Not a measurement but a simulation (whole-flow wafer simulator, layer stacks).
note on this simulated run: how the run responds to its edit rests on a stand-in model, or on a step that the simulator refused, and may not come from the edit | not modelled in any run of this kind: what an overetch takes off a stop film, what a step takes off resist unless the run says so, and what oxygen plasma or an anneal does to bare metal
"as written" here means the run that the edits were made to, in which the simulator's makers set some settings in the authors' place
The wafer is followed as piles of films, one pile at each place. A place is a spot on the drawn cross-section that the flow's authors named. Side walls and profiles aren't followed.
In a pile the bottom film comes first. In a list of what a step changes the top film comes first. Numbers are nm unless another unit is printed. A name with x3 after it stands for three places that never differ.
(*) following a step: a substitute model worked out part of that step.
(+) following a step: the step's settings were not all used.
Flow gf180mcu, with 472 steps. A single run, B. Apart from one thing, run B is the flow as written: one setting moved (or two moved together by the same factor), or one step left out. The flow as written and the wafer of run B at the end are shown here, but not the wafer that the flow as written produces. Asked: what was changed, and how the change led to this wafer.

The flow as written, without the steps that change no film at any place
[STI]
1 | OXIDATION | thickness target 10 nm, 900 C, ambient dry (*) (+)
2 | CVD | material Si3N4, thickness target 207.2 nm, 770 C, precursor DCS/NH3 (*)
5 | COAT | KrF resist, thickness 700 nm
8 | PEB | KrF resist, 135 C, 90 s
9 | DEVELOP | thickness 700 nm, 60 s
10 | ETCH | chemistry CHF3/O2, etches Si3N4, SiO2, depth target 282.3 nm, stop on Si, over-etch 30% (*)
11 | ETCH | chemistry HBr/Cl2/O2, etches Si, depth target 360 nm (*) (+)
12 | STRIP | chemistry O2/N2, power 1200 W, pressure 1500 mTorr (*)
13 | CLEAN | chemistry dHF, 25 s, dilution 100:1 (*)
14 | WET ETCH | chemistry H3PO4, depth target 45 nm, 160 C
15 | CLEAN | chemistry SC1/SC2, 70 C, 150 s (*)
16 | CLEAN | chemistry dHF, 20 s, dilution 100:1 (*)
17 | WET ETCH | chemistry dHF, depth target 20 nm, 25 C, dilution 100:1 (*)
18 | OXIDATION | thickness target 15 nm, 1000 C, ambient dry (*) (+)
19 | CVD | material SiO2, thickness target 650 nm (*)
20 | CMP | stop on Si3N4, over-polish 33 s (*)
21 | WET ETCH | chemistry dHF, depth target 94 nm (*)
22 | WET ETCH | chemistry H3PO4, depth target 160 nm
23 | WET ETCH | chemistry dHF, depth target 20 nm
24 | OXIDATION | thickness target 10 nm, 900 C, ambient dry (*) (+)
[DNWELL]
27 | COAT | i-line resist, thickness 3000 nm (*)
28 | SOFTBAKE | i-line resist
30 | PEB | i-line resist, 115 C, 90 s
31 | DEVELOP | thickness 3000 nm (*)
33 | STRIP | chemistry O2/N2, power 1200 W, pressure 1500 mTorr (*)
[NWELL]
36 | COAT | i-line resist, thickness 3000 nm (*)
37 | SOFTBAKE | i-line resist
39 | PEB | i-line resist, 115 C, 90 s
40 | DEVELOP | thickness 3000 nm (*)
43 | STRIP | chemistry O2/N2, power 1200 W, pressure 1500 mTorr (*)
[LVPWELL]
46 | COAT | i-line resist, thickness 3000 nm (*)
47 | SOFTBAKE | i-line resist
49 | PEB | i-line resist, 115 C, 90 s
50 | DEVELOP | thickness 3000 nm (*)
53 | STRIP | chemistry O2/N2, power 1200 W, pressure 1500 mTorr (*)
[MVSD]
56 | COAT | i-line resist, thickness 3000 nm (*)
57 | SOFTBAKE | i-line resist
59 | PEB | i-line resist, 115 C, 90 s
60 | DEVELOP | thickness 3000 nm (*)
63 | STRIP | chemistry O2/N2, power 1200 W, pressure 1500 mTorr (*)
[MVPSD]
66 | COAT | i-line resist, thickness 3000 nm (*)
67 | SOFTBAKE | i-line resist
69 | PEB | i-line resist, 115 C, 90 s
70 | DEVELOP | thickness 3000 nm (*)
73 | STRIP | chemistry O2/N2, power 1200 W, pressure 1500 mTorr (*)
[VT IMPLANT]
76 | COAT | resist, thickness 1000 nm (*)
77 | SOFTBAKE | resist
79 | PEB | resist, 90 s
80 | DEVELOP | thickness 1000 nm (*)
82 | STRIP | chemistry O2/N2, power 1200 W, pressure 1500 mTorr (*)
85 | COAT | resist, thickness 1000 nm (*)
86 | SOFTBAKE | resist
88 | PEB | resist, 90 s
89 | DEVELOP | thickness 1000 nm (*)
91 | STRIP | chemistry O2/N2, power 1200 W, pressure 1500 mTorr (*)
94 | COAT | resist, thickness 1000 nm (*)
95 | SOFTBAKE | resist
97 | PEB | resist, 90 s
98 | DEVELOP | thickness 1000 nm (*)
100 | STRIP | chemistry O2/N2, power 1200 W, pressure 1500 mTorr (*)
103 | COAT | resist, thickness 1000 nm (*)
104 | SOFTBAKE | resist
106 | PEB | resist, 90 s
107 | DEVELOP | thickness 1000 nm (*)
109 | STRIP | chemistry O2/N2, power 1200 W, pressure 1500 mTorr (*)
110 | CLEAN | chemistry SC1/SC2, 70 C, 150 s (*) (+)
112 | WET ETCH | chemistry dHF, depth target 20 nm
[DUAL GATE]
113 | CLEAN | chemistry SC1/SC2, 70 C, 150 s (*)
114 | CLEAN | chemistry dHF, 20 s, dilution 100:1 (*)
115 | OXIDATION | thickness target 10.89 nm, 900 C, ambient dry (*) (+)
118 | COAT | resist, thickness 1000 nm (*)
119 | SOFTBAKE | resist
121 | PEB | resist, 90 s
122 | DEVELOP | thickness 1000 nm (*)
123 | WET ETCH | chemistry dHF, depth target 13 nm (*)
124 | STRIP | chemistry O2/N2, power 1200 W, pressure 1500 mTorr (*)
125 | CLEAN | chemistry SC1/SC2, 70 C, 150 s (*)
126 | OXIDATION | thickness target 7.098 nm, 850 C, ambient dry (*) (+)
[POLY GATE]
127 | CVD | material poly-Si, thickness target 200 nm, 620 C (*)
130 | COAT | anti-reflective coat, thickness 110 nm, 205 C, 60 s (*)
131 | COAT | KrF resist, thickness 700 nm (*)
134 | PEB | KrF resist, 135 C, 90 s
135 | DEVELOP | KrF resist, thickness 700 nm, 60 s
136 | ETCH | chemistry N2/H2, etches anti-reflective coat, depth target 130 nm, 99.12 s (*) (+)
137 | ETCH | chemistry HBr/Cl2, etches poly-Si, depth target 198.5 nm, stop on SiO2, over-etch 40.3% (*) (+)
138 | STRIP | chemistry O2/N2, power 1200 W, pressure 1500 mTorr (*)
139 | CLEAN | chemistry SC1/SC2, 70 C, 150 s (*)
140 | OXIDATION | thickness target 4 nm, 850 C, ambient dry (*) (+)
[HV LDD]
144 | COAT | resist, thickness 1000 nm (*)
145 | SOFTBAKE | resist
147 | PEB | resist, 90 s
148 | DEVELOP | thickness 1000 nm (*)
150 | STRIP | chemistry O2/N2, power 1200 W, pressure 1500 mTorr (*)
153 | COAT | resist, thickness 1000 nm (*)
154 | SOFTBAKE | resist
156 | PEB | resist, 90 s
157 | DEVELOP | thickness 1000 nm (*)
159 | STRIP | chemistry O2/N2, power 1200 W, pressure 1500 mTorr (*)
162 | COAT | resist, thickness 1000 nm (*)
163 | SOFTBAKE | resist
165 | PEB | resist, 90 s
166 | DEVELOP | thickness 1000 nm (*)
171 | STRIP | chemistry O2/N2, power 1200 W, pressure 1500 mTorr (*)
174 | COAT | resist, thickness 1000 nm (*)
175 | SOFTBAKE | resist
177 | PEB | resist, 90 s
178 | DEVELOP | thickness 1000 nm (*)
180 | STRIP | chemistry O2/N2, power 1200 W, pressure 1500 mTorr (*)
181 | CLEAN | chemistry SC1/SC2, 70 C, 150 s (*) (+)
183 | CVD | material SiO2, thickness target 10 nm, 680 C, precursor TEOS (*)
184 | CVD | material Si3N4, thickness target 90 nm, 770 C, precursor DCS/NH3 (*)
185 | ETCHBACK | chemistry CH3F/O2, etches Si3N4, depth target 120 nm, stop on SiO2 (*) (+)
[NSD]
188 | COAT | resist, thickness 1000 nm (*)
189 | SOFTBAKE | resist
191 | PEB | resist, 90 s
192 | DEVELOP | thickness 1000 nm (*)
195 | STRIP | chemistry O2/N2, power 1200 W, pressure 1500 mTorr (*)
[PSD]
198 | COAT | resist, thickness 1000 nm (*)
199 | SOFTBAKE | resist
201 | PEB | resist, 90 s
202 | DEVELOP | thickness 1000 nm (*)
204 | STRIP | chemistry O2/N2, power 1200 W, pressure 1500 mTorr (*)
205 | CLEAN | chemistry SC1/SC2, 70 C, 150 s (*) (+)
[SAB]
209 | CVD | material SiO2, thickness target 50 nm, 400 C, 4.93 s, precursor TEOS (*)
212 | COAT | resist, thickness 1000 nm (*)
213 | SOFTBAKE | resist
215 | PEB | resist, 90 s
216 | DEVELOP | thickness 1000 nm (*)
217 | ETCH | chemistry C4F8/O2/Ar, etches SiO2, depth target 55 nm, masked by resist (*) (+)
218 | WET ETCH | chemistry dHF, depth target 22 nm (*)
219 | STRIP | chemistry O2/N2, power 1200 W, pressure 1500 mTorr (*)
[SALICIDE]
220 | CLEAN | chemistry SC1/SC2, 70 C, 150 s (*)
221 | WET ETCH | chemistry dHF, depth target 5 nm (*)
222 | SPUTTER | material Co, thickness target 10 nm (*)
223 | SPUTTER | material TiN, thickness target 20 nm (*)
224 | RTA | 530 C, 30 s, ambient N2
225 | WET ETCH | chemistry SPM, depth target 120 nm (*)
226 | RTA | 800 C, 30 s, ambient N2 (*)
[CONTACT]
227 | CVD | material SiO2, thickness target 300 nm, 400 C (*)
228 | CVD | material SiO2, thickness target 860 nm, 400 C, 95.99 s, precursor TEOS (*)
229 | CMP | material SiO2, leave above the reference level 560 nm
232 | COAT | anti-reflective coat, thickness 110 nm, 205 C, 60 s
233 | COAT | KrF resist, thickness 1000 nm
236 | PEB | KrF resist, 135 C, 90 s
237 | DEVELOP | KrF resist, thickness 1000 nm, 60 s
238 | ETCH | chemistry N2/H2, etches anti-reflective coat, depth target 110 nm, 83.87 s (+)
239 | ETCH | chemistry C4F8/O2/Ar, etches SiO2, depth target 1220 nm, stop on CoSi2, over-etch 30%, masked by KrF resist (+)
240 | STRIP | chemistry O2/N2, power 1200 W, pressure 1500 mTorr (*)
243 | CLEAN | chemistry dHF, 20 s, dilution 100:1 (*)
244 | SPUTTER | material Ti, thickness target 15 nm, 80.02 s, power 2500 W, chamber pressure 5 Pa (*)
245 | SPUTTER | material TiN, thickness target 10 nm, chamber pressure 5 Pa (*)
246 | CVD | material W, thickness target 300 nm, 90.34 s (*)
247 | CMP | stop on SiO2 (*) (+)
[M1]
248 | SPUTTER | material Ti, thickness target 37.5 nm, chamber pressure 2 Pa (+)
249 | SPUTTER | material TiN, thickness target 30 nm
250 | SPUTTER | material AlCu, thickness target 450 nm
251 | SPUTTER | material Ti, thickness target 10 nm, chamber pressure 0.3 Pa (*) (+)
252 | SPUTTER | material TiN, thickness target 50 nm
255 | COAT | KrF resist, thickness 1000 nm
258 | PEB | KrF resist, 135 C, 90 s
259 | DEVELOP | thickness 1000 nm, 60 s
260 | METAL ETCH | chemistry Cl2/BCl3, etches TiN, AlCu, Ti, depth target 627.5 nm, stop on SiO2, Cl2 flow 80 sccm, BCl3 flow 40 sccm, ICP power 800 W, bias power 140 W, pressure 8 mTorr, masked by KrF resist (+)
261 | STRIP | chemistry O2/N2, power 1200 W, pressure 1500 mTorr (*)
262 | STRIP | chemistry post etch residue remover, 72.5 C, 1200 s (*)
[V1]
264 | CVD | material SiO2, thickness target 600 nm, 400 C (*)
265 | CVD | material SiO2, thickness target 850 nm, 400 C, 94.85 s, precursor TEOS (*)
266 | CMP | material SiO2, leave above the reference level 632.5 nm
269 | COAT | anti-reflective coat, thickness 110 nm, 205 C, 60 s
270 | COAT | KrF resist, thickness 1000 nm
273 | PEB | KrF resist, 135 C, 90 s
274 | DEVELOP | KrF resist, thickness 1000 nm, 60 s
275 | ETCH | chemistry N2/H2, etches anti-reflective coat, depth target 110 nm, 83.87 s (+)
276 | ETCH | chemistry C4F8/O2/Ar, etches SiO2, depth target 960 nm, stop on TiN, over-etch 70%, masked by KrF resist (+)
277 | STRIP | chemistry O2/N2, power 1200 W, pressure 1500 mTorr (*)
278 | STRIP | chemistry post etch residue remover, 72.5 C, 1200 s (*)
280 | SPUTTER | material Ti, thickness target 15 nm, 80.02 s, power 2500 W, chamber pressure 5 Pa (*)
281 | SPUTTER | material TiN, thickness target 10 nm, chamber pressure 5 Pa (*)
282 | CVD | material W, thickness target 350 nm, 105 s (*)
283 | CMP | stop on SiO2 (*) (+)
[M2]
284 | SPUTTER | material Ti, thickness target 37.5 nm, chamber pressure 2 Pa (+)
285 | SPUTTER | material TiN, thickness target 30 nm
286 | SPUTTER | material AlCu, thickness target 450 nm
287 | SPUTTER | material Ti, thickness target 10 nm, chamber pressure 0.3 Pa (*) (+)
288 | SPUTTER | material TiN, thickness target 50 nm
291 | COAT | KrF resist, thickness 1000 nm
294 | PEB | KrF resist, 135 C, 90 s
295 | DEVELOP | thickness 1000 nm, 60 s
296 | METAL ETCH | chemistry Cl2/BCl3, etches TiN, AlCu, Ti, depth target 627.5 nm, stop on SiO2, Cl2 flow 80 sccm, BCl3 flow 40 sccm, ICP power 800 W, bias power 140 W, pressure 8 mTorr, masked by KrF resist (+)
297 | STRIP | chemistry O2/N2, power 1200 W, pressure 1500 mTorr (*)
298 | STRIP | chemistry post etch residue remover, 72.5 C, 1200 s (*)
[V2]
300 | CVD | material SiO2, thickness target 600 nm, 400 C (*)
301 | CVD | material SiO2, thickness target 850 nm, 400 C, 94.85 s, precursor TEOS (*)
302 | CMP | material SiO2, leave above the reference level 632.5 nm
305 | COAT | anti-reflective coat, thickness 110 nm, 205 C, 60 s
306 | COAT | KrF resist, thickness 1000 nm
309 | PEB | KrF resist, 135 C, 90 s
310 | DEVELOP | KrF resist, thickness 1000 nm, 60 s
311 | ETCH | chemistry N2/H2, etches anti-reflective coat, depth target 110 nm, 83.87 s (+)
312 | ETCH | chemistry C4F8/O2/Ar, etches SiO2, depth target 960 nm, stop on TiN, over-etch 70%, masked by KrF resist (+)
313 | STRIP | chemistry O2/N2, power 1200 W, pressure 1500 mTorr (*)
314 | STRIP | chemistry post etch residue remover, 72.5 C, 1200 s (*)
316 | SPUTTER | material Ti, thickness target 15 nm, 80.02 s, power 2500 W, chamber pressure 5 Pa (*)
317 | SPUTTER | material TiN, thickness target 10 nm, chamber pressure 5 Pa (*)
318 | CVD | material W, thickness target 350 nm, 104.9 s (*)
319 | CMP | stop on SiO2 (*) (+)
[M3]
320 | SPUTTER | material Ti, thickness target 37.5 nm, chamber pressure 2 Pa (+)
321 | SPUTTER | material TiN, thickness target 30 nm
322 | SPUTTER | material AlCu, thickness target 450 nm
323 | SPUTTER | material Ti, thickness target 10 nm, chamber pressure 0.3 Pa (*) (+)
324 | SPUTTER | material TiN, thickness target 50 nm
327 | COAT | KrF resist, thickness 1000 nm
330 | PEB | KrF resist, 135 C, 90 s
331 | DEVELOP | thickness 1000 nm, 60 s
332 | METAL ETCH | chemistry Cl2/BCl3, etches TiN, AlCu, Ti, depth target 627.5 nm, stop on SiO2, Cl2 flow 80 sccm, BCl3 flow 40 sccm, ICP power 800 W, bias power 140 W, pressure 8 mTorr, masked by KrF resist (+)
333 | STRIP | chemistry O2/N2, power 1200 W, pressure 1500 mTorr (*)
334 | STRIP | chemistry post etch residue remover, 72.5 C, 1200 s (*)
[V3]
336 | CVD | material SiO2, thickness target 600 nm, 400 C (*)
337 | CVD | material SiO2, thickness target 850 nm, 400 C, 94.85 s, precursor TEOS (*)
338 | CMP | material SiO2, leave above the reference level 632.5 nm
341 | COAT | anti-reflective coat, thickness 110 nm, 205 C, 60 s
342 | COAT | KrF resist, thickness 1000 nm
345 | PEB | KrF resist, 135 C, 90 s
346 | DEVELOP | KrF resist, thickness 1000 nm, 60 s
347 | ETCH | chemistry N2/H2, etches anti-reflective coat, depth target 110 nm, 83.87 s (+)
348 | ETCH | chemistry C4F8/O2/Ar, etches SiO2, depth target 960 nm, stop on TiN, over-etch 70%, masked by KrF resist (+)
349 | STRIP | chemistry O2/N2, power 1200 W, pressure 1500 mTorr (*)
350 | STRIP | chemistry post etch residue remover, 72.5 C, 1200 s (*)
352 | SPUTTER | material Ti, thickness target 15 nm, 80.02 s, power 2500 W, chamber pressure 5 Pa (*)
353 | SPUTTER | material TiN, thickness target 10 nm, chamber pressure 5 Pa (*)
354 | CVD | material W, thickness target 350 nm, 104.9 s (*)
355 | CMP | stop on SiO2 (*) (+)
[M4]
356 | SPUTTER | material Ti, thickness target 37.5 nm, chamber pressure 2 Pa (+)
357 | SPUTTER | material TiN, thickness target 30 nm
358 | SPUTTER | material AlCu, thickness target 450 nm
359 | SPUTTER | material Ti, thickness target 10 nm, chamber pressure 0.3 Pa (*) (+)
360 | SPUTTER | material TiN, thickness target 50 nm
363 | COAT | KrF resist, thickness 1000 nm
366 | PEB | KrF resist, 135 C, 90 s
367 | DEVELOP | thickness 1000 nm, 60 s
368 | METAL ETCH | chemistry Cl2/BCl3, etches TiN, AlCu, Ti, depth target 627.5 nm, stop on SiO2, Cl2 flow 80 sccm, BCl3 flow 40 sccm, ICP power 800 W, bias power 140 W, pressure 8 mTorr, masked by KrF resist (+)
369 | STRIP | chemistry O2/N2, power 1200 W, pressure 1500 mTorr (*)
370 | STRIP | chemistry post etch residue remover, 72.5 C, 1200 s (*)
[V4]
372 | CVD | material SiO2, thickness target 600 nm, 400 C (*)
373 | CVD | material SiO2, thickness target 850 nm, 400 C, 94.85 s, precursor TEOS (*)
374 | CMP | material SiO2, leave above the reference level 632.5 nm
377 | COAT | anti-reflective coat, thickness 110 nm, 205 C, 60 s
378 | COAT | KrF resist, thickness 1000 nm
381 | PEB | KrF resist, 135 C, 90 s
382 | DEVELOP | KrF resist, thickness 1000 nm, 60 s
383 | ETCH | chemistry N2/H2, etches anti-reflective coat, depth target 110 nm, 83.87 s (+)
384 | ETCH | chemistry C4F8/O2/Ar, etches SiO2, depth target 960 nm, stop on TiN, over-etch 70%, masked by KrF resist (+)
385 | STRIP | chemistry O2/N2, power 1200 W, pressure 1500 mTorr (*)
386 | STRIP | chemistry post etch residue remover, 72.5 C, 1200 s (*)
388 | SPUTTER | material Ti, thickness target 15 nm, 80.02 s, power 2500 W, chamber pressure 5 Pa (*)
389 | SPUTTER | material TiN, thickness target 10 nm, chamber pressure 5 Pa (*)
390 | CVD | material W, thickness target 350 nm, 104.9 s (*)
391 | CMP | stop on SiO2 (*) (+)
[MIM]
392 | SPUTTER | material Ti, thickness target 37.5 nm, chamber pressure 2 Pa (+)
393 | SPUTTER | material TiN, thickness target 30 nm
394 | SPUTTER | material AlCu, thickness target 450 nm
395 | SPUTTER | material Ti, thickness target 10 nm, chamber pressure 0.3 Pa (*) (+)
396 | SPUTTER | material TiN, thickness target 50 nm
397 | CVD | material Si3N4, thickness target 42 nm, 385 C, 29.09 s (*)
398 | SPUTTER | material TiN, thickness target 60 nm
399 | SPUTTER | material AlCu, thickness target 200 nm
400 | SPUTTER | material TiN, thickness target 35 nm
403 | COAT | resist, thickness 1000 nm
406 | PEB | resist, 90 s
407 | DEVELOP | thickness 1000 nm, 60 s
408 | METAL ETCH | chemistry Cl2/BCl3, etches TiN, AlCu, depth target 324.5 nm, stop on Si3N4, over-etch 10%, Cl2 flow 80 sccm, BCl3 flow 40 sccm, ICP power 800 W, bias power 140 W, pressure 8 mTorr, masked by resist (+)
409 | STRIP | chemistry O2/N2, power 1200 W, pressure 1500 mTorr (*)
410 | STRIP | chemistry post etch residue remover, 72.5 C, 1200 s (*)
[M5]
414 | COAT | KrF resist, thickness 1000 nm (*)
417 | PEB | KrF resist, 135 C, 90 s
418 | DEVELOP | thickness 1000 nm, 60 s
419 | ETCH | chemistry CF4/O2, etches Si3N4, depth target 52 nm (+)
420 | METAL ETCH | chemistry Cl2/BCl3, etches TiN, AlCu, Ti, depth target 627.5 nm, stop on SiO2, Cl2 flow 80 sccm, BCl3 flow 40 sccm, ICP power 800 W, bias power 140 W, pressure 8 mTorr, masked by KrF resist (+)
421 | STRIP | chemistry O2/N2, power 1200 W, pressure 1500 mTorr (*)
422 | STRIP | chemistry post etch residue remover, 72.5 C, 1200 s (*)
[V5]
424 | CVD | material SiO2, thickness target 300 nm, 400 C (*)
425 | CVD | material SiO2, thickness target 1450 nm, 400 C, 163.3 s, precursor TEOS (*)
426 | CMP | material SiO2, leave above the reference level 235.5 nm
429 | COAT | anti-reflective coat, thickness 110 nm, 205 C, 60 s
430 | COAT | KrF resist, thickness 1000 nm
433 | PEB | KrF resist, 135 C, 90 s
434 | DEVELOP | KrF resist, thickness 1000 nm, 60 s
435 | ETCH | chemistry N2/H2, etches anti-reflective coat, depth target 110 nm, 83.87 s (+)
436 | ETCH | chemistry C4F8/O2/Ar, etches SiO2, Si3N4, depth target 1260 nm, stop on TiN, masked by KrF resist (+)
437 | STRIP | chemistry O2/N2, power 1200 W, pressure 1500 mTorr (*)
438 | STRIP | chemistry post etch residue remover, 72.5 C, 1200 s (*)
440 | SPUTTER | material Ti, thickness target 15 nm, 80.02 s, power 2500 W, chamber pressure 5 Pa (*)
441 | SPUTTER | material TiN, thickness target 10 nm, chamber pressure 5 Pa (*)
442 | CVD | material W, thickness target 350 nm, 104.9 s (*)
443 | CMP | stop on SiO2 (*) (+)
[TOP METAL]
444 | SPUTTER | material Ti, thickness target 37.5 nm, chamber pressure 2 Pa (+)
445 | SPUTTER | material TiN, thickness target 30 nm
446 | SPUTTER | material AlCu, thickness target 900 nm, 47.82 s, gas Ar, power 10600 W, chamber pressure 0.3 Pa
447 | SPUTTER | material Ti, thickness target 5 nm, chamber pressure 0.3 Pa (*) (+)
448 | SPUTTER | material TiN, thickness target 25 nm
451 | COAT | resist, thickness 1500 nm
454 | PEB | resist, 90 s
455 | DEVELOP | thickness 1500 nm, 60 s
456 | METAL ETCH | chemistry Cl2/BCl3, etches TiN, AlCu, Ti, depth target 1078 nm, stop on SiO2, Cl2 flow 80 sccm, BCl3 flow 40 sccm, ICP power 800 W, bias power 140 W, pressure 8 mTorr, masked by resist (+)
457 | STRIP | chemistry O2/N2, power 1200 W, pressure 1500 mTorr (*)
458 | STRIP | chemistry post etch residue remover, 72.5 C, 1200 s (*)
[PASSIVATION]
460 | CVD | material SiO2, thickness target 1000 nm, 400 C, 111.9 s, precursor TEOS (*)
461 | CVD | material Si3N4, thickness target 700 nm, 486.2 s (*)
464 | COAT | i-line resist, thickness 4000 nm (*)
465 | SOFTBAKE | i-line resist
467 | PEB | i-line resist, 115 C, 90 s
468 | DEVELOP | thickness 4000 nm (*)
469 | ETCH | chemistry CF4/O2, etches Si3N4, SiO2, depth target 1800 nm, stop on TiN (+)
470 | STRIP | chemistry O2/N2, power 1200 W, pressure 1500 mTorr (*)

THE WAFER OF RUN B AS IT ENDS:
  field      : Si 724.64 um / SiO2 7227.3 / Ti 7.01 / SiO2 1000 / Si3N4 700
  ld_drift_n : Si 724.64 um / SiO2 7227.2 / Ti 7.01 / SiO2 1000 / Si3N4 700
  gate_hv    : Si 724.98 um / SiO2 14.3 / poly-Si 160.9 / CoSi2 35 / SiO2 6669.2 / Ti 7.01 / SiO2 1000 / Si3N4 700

What caused this: step 446, SPUTTER: power 11690 W was run, while the flow as written has power 10600 W.

How this came from the change, step by step:
  446 | SPUTTER | material AlCu, thickness target 900 nm, 47.82 s, gas Ar, power 10600 W, chamber pressure 0.3 Pa
      field, field__w1, field__w2 and 109 more: AlCu gains 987 (new film) (as written it would have been: AlCu gains 900 (new film))
  456 | METAL ETCH | chemistry Cl2/BCl3, etches TiN, AlCu, Ti, depth target 1078 nm, stop on SiO2, Cl2 flow 80 sccm, BCl3 flow 40 sccm, ICP power 800 W, bias power 140 W, pressure 8 mTorr, masked by resist (+)
      field, field__w1, field__w2 and 103 more: TiN loses 25 (all of it), Ti loses 5 (all of it), AlCu loses 987 (all of it), TiN loses 30 (all of it), Ti loses 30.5 (as written it would have been: TiN loses 25 (all of it), Ti loses 5 (all of it), AlCu loses 900 (all of it), TiN loses 30 (all of it), Ti loses 37.5 (all of it))
  460 | CVD | material SiO2, thickness target 1000 nm, 400 C, 111.9 s, precursor TEOS (*)
      field, field__w1, field__w2 and 103 more: SiO2 gains 1000 (new film) (as written it would have been: SiO2 gains 1000)
  464 | COAT | i-line resist, thickness 4000 nm (*)
      field__w8: i-line resist gains 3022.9 (new film) (as written it would have been: i-line resist gains 3093.1 (new film))
      contact: i-line resist gains 3063.6 (new film) (as written it would have been: i-line resist gains 3153.6 (new film))
      (and at 4 other places as well)
  465 | SOFTBAKE | i-line resist
      field__w5, field__w9: i-line resist gains 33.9 (as written it would have been: i-line resist gains 37.3)
      field__w11, field__w13: i-line resist gains 35.2 (as written it would have been: i-line resist gains 37.9)
      (and at 59 other places as well)
  467 | PEB | i-line resist, 115 C, 90 s
      field__w8, m1__w1: i-line resist loses 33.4 (as written it would have been: i-line resist loses 34.7)
      contact, m1: i-line resist loses 33.7 (as written it would have been: i-line resist loses 35.1)
      (and at 2 other places as well)
  468 | DEVELOP | thickness 4000 nm (*)
      pad: i-line resist loses 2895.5 (all of it) (as written it would have been: i-line resist loses 2974.8 (all of it))
  470 | STRIP | chemistry O2/N2, power 1200 W, pressure 1500 mTorr (*)
      field__w8, m1__w1: i-line resist loses 1710.6 (all of it) (as written it would have been: i-line resist loses 1787.7 (all of it))
      contact: i-line resist loses 1727.3 (all of it) (as written it would have been: i-line resist loses 1811.2 (all of it))
      (and at 2 other places as well)
If metal films that touch count as one body, field has 1 body; the flow as written gives 0 bodies.
If metal films that touch count as one body, ld_drift_n has 1 body; the flow as written gives 0 bodies.
If metal films that touch count as one body, gate_hv has 2 bodies (between them, from the top down: SiO2 6669.2); the flow as written gives 1 body.
